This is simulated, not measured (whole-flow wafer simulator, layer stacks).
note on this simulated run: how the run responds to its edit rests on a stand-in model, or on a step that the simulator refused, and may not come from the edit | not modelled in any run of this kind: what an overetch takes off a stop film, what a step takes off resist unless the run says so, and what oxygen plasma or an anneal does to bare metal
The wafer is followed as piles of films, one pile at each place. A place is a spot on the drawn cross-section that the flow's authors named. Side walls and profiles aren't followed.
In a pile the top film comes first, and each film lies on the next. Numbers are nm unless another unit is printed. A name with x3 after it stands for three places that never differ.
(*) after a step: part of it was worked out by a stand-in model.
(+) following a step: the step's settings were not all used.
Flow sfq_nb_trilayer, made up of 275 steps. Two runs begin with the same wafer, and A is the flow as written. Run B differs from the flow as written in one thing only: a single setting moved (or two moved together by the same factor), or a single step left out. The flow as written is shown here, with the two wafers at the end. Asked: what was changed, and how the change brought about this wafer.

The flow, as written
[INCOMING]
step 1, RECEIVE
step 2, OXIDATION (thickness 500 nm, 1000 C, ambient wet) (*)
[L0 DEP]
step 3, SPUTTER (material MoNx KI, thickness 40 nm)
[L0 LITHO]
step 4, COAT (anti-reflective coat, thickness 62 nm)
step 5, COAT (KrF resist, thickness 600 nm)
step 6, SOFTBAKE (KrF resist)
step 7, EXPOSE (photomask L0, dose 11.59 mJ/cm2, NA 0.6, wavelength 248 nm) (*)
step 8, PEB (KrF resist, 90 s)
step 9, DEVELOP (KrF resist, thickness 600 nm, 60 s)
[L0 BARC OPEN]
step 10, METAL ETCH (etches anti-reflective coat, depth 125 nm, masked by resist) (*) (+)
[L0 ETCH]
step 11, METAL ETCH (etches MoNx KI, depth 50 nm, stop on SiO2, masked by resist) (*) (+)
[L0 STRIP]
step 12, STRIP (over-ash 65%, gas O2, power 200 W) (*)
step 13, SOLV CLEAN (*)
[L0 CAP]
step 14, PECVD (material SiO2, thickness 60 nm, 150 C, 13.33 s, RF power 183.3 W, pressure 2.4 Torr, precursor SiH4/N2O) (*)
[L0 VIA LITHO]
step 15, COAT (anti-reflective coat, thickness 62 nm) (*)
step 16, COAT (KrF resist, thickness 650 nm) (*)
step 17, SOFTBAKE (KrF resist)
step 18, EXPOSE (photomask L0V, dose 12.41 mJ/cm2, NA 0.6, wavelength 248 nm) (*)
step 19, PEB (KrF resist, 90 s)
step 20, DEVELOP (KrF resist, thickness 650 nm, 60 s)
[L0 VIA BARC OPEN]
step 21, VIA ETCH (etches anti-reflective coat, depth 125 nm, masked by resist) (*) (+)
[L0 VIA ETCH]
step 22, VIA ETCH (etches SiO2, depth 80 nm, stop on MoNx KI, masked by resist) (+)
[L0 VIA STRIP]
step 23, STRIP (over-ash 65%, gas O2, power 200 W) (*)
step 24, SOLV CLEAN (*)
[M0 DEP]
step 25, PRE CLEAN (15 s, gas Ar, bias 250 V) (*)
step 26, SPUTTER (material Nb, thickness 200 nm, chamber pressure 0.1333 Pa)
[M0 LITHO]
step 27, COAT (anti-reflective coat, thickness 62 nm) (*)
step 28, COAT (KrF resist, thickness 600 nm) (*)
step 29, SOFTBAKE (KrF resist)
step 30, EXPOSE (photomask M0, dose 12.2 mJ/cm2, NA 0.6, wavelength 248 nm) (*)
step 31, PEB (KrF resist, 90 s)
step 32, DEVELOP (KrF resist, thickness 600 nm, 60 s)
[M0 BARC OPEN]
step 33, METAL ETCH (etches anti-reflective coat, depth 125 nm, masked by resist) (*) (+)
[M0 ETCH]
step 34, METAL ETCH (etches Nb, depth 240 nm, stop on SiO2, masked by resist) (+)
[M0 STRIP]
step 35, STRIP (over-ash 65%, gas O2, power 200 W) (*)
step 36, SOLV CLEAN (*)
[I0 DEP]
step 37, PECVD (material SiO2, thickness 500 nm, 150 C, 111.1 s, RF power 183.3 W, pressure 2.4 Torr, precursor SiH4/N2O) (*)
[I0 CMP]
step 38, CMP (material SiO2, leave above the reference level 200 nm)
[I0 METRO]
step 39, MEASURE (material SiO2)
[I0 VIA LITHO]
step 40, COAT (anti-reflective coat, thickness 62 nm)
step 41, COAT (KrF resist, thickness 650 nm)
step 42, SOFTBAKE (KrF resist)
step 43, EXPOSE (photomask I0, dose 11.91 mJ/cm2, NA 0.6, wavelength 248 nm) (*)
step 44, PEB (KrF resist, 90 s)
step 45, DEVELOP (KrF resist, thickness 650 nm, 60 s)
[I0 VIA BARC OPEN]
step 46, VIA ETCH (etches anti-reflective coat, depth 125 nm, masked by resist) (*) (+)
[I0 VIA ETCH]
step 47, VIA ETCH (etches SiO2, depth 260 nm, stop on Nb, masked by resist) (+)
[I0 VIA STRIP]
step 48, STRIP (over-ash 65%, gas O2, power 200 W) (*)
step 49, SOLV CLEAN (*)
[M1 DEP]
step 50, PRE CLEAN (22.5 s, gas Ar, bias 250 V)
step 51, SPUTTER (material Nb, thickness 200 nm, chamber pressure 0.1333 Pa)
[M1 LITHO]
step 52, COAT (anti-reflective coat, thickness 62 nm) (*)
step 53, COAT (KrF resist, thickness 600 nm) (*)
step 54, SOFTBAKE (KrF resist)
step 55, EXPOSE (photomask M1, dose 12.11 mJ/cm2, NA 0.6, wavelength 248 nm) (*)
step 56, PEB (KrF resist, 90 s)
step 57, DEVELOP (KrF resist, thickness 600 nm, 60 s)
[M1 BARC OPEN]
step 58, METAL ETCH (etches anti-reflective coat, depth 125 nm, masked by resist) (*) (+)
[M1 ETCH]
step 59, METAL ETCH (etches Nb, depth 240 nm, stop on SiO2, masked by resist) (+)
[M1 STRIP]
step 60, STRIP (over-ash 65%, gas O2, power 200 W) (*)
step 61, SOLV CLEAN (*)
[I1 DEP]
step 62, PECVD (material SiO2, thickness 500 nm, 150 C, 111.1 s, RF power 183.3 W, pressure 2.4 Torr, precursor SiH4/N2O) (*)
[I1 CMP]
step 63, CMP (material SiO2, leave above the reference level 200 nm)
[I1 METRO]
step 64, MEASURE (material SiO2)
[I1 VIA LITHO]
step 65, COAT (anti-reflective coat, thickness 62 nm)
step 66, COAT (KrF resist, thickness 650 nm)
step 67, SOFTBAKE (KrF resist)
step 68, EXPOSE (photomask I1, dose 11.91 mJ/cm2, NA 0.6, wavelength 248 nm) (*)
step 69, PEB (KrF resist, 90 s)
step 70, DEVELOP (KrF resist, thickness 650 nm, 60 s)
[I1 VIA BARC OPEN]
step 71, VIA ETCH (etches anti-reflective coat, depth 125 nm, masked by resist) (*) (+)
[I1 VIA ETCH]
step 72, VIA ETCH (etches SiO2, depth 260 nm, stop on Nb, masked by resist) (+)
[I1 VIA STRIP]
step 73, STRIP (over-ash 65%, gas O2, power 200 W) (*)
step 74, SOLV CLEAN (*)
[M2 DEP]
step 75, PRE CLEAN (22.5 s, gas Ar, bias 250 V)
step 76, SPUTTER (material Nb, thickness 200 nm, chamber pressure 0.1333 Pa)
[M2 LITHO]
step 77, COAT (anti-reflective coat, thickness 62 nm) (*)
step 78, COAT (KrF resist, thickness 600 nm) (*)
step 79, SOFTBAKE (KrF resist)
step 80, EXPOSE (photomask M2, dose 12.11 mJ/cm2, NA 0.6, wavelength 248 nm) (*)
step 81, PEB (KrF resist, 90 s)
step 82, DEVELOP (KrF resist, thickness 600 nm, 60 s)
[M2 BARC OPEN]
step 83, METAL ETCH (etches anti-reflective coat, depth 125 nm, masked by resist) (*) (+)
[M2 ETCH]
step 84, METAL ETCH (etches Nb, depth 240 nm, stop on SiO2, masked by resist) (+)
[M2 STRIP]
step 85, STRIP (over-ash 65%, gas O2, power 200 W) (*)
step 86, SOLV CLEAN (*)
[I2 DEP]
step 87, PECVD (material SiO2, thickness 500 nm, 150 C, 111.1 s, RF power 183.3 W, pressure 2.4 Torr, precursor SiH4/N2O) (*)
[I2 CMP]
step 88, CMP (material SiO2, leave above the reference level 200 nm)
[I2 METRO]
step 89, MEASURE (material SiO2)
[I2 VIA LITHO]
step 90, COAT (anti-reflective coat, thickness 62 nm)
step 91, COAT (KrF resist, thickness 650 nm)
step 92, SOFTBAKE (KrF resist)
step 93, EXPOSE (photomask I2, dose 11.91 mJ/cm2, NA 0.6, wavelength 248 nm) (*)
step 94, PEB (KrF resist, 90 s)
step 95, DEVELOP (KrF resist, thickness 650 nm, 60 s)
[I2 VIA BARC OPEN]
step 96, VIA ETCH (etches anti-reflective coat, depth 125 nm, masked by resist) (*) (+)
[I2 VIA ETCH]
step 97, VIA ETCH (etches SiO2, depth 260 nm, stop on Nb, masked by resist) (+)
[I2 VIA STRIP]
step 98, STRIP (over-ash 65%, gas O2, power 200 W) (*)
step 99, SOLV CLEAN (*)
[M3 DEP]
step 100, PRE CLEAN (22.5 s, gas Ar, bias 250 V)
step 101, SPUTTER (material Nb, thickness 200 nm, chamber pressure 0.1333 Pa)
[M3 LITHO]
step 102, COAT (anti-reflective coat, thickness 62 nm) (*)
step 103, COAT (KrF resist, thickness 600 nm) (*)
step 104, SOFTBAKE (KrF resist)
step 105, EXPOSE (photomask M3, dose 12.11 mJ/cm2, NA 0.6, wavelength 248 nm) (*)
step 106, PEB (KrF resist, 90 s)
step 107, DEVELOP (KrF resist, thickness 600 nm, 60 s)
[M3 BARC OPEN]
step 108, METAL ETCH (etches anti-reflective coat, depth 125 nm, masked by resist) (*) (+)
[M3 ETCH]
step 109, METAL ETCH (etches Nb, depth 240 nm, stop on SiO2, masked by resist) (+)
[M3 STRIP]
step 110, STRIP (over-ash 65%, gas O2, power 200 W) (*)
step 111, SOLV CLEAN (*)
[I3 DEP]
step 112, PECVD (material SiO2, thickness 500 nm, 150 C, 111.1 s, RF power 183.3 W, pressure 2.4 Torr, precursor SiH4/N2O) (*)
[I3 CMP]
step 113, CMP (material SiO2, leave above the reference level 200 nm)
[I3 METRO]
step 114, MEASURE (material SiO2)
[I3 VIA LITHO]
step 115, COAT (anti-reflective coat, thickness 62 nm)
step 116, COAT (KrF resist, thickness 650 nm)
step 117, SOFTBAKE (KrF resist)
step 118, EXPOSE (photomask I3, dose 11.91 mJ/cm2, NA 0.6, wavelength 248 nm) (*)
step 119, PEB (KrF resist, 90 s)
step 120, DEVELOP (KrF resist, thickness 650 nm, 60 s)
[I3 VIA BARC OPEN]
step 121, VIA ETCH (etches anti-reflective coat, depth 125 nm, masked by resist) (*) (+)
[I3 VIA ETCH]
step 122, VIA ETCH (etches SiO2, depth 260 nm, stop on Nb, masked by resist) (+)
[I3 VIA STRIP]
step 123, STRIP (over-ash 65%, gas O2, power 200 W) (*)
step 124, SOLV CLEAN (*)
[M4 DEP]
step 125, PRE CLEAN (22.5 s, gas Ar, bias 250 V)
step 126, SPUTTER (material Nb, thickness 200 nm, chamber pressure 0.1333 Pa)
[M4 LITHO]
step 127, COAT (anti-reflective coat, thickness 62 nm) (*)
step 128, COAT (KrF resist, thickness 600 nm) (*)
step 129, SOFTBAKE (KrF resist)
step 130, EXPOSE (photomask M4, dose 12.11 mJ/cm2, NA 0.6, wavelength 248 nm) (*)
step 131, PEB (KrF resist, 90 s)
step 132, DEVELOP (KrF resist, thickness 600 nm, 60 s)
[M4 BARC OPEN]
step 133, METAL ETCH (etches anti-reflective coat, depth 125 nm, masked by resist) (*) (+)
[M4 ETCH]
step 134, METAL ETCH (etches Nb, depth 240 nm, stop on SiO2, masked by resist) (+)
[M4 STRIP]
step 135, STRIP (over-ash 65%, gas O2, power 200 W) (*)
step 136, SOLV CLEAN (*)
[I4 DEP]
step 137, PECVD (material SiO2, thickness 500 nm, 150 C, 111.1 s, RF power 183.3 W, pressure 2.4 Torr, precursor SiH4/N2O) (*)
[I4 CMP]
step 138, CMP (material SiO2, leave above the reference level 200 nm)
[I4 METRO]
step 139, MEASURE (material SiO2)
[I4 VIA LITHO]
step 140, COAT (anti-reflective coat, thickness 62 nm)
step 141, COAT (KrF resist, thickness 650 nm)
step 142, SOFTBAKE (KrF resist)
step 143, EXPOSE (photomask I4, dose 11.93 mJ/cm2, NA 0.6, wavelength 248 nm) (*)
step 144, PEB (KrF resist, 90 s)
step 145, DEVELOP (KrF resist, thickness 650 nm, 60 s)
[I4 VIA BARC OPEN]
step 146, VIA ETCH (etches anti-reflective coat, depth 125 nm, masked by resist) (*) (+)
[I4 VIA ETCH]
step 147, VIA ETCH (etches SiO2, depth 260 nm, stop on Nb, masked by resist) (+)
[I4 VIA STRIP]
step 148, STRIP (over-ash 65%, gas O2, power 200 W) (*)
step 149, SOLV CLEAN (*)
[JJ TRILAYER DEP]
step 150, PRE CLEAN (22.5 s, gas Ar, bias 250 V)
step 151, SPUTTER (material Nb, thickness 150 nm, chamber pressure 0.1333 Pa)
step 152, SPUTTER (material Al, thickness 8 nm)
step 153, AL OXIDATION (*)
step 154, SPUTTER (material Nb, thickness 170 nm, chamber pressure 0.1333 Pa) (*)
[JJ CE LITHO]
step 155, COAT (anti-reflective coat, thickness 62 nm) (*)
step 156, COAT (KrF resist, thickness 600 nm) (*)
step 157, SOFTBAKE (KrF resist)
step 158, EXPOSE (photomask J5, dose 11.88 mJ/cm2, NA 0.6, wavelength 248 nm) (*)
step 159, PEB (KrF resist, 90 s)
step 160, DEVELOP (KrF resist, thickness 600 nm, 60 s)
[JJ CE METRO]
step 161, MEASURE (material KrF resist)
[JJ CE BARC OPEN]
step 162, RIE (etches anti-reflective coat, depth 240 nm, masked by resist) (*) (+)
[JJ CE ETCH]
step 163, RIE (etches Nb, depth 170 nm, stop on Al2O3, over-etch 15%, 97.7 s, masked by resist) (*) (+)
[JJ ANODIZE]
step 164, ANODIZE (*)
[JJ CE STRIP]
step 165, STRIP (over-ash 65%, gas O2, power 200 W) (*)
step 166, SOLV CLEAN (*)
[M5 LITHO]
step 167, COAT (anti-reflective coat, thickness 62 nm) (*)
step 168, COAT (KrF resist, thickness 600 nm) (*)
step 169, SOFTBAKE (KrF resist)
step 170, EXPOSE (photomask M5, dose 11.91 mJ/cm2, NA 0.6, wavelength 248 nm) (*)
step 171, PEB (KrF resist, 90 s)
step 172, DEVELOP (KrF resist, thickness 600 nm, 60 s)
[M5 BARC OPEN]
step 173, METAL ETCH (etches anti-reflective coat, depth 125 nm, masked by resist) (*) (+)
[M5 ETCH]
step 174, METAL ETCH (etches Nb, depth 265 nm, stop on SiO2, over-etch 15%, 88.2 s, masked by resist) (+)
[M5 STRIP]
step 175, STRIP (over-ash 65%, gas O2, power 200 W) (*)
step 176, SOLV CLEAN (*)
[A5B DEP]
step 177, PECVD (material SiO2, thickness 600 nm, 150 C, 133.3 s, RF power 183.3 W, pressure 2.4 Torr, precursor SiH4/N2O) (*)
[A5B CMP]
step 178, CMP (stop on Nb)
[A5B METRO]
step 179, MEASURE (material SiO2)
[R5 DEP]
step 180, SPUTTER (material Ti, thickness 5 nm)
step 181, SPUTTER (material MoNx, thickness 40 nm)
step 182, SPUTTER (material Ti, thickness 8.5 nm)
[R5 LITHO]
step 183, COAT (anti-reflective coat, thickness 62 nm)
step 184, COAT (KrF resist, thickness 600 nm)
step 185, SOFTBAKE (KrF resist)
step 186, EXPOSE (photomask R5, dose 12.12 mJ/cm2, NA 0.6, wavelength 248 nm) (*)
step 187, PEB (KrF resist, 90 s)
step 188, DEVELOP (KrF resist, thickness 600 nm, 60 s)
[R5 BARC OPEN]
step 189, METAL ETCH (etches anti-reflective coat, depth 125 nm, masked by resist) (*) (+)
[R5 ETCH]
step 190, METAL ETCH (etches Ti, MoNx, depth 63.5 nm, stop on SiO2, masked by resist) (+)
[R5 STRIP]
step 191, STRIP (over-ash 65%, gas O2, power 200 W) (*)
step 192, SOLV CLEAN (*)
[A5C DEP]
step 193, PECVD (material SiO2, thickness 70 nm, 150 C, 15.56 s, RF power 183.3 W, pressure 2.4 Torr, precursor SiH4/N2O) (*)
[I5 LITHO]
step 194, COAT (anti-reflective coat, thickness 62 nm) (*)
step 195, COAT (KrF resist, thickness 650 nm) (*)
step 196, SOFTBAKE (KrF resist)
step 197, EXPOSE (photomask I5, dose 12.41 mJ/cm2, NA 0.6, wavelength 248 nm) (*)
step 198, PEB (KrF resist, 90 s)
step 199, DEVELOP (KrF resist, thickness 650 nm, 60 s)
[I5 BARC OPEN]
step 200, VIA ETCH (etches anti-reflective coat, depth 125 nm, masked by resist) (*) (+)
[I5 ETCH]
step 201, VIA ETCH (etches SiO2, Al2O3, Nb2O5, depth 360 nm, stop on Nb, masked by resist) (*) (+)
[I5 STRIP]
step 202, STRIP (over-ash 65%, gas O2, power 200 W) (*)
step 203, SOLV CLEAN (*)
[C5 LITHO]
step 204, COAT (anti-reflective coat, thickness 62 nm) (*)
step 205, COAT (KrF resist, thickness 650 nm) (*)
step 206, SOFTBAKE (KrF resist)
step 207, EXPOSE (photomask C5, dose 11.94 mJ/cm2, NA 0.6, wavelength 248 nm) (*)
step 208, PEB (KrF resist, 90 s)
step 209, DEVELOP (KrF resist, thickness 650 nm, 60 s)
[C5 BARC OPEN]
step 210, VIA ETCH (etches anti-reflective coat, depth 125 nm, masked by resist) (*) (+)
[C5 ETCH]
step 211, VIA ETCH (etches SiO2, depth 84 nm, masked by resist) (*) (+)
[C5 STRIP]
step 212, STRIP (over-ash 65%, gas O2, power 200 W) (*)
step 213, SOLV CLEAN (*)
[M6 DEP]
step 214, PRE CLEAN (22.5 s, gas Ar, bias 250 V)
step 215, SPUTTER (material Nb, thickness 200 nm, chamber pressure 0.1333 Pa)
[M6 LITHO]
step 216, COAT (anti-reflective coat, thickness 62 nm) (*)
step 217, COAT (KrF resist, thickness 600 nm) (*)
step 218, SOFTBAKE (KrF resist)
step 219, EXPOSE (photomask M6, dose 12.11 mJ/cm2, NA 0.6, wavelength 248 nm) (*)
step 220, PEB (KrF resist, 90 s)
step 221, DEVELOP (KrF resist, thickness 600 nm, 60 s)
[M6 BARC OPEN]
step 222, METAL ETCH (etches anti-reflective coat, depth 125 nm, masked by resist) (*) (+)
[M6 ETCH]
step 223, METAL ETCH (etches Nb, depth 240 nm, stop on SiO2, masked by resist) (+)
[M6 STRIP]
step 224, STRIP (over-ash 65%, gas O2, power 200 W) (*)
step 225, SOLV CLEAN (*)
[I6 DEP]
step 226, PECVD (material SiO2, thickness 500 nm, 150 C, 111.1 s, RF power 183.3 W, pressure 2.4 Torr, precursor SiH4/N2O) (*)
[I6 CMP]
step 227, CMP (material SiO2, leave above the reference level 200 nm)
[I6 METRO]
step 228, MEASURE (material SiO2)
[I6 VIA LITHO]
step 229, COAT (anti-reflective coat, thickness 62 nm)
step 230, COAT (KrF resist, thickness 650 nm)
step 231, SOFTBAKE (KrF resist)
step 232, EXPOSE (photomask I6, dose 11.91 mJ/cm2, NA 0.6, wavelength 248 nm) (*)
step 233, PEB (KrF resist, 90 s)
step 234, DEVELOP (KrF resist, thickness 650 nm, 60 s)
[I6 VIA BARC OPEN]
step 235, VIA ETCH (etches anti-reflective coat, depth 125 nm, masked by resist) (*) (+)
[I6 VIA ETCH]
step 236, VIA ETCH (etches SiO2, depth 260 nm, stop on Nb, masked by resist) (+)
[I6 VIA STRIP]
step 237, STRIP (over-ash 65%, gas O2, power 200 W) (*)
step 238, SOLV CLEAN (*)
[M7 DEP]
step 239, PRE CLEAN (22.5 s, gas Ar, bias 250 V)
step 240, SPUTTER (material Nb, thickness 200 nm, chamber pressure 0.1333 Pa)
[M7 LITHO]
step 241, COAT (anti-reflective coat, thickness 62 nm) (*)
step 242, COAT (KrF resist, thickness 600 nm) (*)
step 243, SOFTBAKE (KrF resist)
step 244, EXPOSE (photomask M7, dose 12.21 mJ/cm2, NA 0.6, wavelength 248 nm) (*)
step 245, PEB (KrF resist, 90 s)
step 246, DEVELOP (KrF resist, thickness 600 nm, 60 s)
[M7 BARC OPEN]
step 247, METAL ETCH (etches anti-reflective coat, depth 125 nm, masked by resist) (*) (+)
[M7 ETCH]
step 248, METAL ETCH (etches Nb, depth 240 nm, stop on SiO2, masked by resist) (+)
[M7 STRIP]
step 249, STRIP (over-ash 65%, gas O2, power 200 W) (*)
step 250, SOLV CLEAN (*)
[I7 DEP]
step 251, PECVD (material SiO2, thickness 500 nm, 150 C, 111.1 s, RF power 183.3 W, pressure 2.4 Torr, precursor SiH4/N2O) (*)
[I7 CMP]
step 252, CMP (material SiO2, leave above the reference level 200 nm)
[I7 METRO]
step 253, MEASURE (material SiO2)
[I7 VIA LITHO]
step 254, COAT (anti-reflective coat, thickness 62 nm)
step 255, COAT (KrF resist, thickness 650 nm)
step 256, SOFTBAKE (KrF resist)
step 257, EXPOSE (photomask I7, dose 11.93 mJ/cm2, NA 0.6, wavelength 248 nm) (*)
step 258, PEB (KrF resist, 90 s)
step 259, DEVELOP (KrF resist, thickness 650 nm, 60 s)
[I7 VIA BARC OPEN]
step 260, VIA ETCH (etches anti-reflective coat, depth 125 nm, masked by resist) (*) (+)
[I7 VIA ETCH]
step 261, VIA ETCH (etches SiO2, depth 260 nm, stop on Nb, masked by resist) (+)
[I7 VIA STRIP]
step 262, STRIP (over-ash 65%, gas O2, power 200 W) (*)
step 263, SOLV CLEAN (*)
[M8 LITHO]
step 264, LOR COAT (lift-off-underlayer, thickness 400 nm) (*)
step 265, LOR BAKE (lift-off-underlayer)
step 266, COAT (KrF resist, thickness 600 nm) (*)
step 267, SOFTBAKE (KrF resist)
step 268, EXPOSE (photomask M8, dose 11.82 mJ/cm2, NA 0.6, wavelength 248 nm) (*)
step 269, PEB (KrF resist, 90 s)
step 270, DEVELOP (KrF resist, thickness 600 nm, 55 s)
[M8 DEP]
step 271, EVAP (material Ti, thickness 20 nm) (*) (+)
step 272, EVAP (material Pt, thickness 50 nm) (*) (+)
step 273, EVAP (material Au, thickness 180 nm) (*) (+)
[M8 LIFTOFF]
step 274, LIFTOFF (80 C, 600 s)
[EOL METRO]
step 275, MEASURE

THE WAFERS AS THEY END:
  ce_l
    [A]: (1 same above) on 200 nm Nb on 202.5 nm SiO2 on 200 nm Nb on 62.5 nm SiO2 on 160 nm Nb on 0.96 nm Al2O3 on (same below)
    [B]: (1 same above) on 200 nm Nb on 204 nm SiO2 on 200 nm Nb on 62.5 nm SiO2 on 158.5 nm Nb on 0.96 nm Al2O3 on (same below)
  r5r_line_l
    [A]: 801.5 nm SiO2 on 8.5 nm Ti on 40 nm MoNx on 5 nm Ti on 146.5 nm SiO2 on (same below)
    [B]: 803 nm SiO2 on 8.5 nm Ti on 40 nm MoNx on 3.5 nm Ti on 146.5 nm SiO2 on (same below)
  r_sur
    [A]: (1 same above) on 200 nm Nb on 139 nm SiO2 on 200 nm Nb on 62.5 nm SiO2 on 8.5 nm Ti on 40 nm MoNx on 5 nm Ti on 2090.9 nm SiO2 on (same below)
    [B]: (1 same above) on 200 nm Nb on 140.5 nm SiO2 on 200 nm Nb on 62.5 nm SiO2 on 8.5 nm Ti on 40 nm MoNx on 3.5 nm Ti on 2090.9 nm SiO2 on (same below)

Cause: step 180, SPUTTER: thickness 3.5 nm was run, though the flow has thickness 5 nm.
One can read it off the wafer: r5r_line_l has Ti 3.5, and step 180 as written asks for 5 nm.

Step by step, how the change led to this:
  step 180, SPUTTER (material Ti, thickness 5 nm)
      field_l, v_sur, via_wl and 103 more: A +5 Ti (new film) | B +3.5 Ti (new film)
  step 190, METAL ETCH (etches Ti, MoNx, depth 63.5 nm, stop on SiO2, masked by resist) (+)
      field_l, v_sur, via_wl and 92 more: A -8.5 Ti (all of it), -40 MoNx (all of it), -5 Ti (all of it) | B -8.5 Ti (all of it), -40 MoNx (all of it), -3.5 Ti (all of it)
      ce_l, c5j, ce_r, wl_jj: A -8.5 Ti (all of it), -40 MoNx (all of it), -5 Ti (all of it), -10 Nb | B -8.5 Ti (all of it), -40 MoNx (all of it), -3.5 Ti (all of it), -11.5 Nb
